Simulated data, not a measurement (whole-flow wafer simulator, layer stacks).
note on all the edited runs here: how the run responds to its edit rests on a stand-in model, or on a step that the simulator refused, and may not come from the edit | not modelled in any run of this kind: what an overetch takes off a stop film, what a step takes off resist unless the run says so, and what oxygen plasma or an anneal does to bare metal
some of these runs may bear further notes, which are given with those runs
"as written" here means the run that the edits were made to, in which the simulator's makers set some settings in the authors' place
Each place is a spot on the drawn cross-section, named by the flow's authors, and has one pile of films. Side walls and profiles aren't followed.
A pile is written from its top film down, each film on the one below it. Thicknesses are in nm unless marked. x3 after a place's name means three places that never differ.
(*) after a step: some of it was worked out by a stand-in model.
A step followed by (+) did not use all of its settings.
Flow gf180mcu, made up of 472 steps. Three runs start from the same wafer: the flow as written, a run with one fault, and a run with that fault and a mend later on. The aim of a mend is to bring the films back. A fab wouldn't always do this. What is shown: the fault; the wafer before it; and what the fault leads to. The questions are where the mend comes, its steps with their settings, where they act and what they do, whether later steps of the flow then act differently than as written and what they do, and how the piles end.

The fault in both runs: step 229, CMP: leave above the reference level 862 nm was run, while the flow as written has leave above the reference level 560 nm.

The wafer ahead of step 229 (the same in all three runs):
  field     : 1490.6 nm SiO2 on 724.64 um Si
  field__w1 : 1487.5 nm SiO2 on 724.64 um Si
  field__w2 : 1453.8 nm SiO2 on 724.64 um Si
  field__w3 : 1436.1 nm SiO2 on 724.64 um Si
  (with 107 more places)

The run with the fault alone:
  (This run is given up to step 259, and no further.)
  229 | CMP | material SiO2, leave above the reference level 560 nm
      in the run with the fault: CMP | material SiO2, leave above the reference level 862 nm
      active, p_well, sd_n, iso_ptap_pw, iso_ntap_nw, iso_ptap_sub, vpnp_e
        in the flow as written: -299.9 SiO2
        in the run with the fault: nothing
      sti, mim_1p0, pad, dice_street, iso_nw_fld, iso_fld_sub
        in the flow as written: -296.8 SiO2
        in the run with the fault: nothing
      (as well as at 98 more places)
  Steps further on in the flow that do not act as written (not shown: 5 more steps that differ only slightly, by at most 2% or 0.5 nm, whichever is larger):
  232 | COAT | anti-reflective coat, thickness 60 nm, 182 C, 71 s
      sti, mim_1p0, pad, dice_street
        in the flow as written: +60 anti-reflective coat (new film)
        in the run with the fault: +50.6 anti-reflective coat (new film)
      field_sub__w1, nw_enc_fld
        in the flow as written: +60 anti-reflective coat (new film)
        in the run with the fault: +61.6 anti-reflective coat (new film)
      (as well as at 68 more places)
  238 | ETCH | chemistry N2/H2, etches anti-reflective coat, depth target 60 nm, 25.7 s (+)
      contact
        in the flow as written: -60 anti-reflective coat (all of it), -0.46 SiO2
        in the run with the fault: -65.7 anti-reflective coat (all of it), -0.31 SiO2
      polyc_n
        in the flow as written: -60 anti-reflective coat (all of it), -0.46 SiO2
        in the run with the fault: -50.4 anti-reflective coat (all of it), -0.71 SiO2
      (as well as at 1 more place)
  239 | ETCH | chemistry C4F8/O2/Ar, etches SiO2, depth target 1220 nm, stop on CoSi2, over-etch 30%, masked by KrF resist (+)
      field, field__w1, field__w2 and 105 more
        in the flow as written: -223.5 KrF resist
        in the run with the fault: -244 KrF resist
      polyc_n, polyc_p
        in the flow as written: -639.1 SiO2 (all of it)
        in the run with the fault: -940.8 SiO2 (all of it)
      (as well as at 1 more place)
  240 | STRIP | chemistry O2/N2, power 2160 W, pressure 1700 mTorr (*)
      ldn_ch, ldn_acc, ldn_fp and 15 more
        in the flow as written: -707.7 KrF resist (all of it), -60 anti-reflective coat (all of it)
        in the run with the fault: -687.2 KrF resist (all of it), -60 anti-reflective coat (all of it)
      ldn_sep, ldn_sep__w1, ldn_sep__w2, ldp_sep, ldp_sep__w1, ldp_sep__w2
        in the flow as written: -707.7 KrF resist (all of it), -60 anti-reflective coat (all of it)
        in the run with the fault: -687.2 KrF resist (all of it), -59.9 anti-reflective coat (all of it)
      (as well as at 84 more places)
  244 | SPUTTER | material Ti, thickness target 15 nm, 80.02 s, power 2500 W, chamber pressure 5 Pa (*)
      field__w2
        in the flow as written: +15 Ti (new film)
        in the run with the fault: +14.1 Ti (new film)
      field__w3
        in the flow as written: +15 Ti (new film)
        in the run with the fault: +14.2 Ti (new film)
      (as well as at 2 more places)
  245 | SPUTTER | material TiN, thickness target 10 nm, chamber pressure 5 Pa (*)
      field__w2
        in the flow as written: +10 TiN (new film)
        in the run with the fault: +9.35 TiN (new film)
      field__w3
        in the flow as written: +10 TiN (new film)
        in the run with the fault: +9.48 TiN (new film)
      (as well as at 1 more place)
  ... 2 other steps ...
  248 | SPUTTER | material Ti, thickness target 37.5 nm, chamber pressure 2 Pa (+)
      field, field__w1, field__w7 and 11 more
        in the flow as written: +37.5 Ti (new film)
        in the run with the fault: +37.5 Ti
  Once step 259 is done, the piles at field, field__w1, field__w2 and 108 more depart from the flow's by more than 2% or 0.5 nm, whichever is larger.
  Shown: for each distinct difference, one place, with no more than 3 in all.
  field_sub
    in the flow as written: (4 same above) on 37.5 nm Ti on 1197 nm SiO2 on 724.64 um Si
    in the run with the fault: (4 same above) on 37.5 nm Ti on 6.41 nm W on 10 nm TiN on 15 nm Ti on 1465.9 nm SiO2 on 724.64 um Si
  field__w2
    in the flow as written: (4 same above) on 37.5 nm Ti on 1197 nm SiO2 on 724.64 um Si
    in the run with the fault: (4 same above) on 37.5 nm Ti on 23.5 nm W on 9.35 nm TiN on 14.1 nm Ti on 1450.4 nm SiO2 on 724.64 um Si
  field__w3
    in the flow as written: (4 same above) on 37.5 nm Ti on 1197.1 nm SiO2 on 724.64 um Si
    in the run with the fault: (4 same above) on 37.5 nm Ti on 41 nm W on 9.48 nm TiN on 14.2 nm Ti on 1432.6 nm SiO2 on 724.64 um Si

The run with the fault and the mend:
  After step 237 comes the mend.
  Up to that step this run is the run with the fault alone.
  237a | STRIP | chemistry O2/N2, power 2160 W, pressure 1700 mTorr (*)
      ldn_ch, ldn_acc, ldn_fp and 15 more
        -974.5 KrF resist (all of it), -60 anti-reflective coat (all of it)
      ldn_sep, ldn_sep__w1, ldn_sep__w2, ldp_sep, ldp_sep__w1, ldp_sep__w2
        -974.5 KrF resist (all of it), -59.9 anti-reflective coat (all of it)
      sti, mim_1p0, pad, dice_street
        -978.2 KrF resist (all of it), -50.6 anti-reflective coat (all of it)
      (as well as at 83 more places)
  237b | CMP | material SiO2, leave above the reference level 560 nm (the flow's step 229 again)
      field__w5, field__w9, field__w13 and 57 more
        -302 SiO2
      active, p_well, sd_n, iso_ptap_pw, iso_ntap_nw, iso_ptap_sub, vpnp_e
        -299.9 SiO2
      sti, mim_1p0, pad, dice_street, iso_nw_fld, iso_fld_sub
        -296.8 SiO2
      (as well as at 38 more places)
  237c | HMDS | 120 C, 60 s (the flow's step 231 again)
      does not change any film at any place that is followed
  237d | COAT | anti-reflective coat, thickness 60 nm, 182 C, 71 s (the flow's step 232 again)
      field, field__w1, field__w2 and 108 more
        +60 anti-reflective coat (new film)
  237e | COAT | KrF resist, thickness 1000 nm (the flow's step 233 again)
      field, field__w1, field__w2 and 108 more
        +1000 KrF resist (new film)
  237f | SOFTBAKE | KrF resist (the flow's step 234 again)
      does not change any film at any place that is followed
  237g | EXPOSE | photomask Contact (the flow's step 235 again)
      does not change any film at any place that is followed
  237h | PEB | KrF resist, 135 C, 90 s (the flow's step 236 again)
      field, field__w1, field__w2 and 108 more
        -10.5 KrF resist
  237i | DEVELOP | KrF resist, thickness 1000 nm, 60 s (the flow's step 237 again)
      field, field__w1, field__w2 and 105 more
        -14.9 KrF resist
      contact, polyc_n, polyc_p
        -989.5 KrF resist (all of it)
  Later steps of the flow that are run all act as written at every place that is followed.
  At every place that both follow, the piles at the end match the flow's.
